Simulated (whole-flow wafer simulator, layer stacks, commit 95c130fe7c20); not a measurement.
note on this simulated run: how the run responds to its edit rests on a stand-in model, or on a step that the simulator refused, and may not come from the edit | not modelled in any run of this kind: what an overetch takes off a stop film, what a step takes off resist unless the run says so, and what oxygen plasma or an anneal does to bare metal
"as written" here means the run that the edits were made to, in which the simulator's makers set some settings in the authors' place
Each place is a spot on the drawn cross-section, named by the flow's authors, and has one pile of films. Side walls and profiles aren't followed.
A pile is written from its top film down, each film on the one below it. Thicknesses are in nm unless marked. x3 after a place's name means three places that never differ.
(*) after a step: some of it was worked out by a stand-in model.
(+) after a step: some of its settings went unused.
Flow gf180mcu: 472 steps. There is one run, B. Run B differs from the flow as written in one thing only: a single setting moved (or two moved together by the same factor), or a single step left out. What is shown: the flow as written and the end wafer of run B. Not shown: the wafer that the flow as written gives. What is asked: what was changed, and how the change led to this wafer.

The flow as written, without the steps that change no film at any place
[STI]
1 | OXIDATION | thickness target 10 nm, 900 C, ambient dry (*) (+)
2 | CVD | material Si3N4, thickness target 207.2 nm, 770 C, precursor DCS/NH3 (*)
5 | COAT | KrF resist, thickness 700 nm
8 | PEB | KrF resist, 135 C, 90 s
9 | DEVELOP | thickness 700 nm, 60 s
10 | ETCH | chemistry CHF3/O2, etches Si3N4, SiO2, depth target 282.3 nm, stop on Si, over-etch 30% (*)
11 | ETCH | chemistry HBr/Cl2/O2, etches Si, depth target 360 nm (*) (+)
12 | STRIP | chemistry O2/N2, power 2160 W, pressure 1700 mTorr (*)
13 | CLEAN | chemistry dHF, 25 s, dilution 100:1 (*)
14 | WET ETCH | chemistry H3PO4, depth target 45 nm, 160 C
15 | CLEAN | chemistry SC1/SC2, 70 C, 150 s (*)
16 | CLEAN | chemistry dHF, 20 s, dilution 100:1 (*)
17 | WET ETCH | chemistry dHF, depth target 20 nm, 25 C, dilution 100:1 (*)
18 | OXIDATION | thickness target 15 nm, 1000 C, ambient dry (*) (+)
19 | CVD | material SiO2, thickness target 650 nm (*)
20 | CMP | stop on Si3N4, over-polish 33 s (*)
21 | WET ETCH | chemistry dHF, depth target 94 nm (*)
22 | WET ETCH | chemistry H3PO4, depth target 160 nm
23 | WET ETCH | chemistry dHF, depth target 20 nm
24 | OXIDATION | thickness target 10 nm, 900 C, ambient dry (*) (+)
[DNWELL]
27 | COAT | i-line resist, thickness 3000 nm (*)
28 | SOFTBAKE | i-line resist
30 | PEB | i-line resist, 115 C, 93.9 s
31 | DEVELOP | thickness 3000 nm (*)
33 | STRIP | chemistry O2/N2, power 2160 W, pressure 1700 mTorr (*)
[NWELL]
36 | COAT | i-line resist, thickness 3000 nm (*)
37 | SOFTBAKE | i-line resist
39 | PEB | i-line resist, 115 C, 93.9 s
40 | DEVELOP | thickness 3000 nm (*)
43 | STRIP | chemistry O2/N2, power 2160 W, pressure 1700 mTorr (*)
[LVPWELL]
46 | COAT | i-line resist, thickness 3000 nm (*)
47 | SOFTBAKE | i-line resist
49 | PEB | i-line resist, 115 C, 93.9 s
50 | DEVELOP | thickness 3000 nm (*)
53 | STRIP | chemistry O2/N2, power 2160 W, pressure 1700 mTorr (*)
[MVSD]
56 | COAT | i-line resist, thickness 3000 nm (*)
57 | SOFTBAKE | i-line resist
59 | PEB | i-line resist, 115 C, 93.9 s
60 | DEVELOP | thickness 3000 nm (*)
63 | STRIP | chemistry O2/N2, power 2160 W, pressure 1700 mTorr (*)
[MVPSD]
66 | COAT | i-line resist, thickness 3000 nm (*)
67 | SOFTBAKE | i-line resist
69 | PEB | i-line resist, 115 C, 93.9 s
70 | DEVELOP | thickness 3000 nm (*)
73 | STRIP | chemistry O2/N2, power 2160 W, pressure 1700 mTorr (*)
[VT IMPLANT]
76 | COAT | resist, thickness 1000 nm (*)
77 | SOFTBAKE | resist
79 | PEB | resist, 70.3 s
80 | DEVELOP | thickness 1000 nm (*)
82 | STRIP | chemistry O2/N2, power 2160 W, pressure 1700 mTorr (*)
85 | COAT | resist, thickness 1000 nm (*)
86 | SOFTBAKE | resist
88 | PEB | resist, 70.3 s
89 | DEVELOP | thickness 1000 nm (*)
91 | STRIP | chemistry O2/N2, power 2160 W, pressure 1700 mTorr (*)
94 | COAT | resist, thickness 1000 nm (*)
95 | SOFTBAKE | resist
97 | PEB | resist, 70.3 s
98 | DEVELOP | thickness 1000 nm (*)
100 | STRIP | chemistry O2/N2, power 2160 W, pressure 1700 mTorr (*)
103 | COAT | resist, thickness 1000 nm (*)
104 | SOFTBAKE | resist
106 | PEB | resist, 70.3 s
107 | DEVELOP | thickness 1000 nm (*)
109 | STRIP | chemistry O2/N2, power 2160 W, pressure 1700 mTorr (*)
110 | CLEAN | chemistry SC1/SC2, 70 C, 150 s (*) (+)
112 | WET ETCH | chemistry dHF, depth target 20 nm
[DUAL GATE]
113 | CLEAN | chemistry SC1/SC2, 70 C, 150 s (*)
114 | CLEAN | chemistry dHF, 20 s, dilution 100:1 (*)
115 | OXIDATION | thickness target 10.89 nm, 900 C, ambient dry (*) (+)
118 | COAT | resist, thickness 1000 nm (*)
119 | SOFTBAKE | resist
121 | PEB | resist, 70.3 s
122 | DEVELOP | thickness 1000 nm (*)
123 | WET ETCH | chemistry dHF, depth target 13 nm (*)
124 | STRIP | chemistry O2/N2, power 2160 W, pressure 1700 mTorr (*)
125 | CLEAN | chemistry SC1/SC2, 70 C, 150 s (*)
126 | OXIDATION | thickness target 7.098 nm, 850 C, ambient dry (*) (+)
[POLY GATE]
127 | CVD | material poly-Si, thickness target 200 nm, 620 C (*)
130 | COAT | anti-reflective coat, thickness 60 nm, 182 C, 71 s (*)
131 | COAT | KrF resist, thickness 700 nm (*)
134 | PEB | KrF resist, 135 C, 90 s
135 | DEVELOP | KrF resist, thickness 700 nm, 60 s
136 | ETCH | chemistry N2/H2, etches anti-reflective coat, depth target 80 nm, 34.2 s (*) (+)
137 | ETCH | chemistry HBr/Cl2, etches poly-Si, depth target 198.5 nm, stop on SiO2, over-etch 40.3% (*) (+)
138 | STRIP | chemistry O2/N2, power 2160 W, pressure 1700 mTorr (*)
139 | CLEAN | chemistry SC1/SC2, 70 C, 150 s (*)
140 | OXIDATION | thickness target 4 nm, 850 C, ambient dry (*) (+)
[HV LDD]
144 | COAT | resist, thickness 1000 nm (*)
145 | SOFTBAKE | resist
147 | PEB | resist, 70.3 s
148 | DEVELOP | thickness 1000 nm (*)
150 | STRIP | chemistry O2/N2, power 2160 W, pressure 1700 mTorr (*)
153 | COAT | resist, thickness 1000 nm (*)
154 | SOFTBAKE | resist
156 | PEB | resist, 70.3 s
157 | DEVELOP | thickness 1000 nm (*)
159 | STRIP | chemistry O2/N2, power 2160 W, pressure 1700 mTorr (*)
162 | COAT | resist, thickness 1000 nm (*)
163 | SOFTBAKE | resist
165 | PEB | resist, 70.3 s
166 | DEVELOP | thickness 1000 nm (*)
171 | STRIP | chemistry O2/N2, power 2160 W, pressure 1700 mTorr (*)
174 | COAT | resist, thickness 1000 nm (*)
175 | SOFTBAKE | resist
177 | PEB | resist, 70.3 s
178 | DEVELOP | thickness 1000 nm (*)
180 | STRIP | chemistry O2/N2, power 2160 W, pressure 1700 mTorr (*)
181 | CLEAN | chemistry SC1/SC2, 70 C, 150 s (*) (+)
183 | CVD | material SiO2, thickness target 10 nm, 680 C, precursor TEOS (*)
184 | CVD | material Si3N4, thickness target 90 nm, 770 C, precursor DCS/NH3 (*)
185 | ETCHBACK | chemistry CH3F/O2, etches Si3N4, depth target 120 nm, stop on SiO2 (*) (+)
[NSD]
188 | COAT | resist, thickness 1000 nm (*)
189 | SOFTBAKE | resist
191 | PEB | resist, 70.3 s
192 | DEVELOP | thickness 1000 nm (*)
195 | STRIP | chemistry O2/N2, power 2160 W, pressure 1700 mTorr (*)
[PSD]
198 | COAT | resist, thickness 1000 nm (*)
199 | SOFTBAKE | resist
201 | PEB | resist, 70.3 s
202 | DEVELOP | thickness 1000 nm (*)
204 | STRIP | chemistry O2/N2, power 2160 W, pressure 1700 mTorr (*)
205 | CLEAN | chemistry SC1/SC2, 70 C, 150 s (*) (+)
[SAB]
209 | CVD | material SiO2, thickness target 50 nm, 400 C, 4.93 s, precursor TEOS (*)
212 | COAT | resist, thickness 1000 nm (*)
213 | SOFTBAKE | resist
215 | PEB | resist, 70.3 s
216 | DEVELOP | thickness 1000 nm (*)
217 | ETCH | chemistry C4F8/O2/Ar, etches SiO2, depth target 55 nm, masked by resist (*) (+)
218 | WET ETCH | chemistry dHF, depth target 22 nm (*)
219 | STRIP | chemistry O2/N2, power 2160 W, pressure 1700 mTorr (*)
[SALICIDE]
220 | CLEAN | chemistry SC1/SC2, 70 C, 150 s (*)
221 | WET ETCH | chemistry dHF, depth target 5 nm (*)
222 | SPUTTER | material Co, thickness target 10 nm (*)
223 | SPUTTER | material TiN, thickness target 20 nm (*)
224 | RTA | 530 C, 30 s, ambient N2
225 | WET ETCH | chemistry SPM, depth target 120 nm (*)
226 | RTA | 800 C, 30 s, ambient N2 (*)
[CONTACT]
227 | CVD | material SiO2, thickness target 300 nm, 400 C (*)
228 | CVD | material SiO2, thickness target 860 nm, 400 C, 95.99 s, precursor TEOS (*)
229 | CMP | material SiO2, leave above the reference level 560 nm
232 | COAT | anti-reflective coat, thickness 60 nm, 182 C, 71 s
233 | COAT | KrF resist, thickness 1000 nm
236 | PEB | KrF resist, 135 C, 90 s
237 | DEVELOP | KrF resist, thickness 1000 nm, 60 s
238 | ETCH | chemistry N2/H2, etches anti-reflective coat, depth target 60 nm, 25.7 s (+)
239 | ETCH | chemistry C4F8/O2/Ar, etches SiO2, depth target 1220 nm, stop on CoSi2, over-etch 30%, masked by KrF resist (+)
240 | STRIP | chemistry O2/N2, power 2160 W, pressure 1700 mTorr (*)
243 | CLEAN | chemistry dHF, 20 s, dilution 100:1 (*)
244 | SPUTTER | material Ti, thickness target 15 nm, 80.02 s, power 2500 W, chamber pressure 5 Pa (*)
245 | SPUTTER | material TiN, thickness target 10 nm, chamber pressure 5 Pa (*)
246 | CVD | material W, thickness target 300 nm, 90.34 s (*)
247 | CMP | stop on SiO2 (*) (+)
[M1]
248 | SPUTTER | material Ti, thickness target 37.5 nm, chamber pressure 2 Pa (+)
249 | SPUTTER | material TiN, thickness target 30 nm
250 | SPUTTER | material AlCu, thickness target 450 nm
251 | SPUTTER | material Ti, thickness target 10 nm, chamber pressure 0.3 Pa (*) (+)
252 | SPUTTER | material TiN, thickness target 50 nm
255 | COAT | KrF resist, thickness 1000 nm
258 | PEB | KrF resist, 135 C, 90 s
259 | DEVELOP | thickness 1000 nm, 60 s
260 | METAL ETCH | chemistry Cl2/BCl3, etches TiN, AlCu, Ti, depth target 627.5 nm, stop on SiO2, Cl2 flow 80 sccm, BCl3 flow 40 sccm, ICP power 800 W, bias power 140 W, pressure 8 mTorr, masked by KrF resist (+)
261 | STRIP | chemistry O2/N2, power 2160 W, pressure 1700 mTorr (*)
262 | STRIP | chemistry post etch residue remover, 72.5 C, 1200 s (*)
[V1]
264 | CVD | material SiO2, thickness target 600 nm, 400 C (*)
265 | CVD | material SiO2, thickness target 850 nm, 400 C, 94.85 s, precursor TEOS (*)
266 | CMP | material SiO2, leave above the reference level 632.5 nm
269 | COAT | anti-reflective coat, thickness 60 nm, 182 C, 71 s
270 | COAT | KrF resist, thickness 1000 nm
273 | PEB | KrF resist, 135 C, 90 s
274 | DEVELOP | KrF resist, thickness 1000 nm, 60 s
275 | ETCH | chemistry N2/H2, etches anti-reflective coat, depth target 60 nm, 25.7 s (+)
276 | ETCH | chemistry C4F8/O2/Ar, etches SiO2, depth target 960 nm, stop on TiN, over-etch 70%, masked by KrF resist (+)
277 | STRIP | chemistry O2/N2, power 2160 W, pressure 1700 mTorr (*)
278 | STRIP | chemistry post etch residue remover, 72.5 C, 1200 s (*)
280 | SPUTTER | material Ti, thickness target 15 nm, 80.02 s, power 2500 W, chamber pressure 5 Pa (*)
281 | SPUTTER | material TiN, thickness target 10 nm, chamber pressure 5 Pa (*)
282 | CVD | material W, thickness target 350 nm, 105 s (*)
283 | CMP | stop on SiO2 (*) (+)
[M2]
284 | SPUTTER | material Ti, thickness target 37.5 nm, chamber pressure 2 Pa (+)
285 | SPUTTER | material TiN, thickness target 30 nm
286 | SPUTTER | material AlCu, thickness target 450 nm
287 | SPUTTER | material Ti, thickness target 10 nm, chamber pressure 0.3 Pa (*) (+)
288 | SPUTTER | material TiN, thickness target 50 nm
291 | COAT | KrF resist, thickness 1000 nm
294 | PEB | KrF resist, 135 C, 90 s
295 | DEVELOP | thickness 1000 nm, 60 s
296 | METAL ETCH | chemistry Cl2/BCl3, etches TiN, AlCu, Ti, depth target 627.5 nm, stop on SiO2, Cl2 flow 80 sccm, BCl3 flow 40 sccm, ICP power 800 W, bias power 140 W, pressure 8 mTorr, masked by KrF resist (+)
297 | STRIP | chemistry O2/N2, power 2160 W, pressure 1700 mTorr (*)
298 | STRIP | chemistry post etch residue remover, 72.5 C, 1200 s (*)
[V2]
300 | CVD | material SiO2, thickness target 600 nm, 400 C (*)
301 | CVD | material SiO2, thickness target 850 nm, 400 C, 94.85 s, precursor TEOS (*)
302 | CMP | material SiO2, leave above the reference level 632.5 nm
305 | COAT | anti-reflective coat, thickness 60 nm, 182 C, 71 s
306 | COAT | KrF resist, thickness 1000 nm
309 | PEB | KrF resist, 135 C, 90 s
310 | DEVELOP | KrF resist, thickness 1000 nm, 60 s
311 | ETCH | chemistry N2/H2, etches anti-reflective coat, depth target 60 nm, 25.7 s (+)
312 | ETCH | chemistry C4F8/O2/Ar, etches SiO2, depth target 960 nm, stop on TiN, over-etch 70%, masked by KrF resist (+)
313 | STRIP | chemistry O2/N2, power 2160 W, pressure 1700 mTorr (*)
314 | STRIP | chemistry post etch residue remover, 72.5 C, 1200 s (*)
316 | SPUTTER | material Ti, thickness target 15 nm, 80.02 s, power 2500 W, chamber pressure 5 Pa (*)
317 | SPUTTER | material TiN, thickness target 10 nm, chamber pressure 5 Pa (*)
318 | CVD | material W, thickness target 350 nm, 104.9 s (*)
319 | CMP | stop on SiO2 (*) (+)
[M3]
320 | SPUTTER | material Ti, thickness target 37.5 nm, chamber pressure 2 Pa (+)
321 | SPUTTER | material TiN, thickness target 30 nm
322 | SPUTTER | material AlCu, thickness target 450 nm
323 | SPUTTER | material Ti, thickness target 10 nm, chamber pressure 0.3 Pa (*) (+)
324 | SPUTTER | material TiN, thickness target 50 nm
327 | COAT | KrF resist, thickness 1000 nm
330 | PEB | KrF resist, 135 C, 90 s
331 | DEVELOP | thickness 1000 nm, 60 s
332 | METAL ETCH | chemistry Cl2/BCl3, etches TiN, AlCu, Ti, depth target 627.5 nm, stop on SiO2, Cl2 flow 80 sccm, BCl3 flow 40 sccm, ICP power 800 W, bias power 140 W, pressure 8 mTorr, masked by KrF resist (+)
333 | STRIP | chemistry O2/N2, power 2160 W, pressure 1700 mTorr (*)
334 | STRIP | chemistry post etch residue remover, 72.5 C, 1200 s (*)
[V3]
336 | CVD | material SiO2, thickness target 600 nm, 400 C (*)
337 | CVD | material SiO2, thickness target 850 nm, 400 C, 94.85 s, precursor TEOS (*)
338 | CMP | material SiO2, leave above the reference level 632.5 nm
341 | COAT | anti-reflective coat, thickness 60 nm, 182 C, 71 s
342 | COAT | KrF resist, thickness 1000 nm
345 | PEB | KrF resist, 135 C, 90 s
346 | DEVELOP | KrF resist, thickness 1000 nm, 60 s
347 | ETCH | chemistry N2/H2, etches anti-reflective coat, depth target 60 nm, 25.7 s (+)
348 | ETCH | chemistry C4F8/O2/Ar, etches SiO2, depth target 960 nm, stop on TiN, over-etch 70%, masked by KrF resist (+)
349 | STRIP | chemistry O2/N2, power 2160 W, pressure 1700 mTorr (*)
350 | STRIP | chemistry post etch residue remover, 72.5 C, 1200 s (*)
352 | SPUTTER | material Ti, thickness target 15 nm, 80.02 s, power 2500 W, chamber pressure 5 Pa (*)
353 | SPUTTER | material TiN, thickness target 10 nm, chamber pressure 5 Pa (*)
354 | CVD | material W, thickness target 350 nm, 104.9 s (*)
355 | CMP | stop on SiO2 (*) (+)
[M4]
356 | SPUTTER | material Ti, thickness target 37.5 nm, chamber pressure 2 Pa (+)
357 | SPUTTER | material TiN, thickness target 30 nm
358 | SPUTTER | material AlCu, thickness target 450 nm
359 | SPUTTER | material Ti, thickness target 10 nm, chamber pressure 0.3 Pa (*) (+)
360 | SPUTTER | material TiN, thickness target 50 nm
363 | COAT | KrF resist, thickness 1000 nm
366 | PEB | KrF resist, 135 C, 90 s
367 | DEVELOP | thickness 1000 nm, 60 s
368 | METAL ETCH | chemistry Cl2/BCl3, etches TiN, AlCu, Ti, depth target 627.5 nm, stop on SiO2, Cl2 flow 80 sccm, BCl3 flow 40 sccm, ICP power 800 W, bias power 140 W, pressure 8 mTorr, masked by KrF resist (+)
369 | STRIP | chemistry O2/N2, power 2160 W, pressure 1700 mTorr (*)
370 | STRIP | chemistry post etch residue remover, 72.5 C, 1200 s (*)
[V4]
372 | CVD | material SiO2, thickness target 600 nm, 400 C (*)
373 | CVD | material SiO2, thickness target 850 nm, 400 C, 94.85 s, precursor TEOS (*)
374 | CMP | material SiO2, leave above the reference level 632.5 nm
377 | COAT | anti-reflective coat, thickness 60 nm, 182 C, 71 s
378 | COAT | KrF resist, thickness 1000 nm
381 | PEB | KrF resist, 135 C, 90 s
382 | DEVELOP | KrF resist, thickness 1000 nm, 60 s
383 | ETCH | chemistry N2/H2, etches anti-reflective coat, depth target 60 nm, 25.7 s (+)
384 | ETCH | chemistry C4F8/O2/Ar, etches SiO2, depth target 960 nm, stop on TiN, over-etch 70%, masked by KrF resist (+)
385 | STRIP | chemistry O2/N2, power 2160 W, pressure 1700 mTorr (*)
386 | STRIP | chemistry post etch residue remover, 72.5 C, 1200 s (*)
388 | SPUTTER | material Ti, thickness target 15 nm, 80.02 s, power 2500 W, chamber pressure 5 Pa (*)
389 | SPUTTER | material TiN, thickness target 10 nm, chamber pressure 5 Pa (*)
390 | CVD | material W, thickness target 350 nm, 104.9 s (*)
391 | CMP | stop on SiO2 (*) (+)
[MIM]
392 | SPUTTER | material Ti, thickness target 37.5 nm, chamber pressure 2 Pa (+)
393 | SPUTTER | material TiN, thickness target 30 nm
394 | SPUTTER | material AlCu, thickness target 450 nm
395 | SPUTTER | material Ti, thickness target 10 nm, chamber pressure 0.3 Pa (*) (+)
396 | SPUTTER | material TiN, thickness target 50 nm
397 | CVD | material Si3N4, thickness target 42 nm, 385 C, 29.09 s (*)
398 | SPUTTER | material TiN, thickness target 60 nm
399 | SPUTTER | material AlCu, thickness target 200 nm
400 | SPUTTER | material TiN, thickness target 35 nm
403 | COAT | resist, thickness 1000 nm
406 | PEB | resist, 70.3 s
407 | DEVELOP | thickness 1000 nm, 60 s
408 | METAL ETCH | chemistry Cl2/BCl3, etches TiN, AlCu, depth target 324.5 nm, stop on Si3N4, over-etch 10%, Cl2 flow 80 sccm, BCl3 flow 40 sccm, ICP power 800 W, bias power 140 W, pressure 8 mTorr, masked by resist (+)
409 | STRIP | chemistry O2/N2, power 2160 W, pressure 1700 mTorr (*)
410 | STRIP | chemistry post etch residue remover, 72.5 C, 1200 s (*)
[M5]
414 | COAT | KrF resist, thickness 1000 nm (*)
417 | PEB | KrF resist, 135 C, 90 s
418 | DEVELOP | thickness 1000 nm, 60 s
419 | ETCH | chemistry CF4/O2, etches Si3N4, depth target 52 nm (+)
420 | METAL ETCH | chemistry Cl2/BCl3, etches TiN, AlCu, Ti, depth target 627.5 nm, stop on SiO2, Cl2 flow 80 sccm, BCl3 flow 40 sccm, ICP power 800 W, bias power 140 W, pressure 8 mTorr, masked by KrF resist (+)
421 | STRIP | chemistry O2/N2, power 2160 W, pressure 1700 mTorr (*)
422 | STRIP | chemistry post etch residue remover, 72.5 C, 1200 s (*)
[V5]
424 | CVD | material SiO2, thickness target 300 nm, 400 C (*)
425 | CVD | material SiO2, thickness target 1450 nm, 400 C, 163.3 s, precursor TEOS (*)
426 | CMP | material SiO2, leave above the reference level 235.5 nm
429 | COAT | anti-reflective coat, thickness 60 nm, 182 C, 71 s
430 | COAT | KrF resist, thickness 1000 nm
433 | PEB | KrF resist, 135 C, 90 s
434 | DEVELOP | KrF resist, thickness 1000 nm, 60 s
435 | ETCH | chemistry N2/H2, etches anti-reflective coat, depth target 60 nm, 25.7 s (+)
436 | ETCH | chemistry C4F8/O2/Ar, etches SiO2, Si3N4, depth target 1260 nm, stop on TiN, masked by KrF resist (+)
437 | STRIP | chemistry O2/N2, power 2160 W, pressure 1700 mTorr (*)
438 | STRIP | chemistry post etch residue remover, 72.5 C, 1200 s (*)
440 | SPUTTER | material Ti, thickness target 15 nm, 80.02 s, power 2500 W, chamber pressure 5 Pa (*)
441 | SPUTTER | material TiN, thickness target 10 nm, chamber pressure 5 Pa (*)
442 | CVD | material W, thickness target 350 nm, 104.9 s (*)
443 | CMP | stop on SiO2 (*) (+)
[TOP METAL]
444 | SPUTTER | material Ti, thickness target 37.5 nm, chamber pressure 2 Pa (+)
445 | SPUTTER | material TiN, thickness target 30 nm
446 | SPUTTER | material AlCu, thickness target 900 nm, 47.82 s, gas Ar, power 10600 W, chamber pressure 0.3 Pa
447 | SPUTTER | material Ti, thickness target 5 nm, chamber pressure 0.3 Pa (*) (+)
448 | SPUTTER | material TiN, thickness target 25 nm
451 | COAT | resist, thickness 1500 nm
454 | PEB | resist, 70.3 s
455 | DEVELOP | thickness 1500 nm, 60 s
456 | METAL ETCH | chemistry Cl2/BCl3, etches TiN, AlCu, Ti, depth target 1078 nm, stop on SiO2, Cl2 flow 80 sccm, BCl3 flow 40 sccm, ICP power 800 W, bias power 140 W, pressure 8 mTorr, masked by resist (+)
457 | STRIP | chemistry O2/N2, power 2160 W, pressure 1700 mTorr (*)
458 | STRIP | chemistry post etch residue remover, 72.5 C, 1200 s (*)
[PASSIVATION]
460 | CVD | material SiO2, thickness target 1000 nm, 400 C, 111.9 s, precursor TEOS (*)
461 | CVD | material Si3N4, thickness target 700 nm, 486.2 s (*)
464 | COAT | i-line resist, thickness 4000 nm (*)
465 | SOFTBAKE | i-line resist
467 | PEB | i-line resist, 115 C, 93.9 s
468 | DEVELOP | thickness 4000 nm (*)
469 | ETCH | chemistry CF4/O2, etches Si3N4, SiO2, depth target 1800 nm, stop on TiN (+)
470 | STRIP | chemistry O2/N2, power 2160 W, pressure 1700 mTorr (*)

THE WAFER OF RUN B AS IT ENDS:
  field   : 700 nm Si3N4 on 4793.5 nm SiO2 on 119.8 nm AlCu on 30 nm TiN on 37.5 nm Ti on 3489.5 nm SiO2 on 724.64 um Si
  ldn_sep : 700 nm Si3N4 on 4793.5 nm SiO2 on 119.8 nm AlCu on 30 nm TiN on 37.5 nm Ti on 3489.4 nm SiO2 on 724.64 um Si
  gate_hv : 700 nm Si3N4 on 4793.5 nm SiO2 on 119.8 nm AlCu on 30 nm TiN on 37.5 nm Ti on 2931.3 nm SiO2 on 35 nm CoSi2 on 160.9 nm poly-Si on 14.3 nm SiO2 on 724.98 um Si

What caused this: step 322, SPUTTER: thickness target 693 nm was run, whereas the flow has thickness target 450 nm.

Step by step, how the change led to this:
  322 | SPUTTER | material AlCu, thickness target 450 nm
      field, field__w1, field__w2 and 108 more: +693 AlCu (new film) (in the flow as written it would be: +450 AlCu (new film))
  332 | METAL ETCH | chemistry Cl2/BCl3, etches TiN, AlCu, Ti, depth target 627.5 nm, stop on SiO2, Cl2 flow 80 sccm, BCl3 flow 40 sccm, ICP power 800 W, bias power 140 W, pressure 8 mTorr, masked by KrF resist (+)
      field, field__w1, field__w2 and 103 more: -50 TiN (all of it), -10 Ti (all of it), -567.5 AlCu (in the flow as written it would be: -50 TiN (all of it), -10 Ti (all of it), -450 AlCu (all of it), -30 TiN (all of it), -37.5 Ti (all of it))
  334 | STRIP | chemistry post etch residue remover, 72.5 C, 1200 s (*)
      field, field__w1, field__w2 and 103 more: -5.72 AlCu (in the flow as written it would be: nothing)
  336 | CVD | material SiO2, thickness target 600 nm, 400 C (*)
      field, field__w1, field__w2 and 103 more: +600 SiO2 (new film) (in the flow as written it would be: +600 SiO2)
  338 | CMP | material SiO2, leave above the reference level 632.5 nm
      field, field__w1, field__w2 and 103 more: -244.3 SiO2 (in the flow as written it would be: -300 SiO2)
Taking metal films that touch as one body, field has 1 body; the flow as written gives 0 bodies.
Taking metal films that touch as one body, ldn_sep has 1 body; the flow as written gives 0 bodies.
Taking metal films that touch as one body, gate_hv has 2 bodies (between them, from the top down: SiO2 2931.3); the flow as written gives 1 body.
